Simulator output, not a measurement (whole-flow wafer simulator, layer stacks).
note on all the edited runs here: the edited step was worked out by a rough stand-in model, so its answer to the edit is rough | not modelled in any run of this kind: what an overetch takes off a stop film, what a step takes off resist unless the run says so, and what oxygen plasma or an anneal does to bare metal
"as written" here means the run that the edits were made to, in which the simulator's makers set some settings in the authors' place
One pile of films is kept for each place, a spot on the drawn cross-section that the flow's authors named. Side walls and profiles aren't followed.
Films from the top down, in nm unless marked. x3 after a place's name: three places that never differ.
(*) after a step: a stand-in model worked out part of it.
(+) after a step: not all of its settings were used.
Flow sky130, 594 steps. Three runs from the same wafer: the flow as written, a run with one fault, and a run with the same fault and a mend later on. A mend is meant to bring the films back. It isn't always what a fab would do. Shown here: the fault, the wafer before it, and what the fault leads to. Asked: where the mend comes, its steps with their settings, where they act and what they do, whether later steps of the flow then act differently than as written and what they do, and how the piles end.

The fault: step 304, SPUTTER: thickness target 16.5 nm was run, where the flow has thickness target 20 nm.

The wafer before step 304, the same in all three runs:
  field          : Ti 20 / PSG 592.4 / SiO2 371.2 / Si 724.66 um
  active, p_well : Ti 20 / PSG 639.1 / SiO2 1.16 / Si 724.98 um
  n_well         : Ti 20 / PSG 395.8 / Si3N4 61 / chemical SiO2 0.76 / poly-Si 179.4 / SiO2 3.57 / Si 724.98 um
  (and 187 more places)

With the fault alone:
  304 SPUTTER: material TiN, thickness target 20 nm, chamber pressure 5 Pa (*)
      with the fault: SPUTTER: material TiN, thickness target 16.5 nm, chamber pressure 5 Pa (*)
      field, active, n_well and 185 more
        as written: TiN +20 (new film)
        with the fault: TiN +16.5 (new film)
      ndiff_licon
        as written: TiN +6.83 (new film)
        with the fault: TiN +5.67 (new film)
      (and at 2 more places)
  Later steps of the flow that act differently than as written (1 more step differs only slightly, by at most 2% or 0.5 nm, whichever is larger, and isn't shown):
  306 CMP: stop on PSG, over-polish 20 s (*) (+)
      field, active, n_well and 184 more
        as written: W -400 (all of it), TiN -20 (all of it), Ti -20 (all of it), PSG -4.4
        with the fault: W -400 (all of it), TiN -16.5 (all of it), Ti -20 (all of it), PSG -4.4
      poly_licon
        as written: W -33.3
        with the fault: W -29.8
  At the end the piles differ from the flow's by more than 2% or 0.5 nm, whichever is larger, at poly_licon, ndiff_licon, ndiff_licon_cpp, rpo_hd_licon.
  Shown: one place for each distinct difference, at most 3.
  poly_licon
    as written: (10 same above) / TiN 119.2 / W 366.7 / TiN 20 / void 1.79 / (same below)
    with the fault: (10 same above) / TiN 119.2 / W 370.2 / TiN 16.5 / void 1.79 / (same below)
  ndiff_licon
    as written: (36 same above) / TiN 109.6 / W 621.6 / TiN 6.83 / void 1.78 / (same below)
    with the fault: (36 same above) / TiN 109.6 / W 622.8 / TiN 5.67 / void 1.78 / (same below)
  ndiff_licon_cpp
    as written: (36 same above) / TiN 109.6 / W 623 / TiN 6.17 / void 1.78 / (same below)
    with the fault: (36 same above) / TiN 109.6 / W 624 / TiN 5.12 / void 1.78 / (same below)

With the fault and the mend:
  The mend comes after step 304.
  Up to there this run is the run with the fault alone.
  304a SPUTTER: material TiN, thickness target 3.5 nm, chamber pressure 5 Pa (*) (the flow's step 304 once more, with other settings)
      field, active, n_well and 185 more
        TiN +3.5
      ndiff_licon
        TiN +1.17
      ndiff_licon_cpp
        TiN +1.05
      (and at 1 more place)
  No later step of the flow acts differently than as written, at any place that is followed, by more than 2% or 0.5 nm, whichever is larger.
  At the end the piles differ from the flow's only slightly at the places that both follow, by at most 2% or 0.5 nm, whichever is larger.
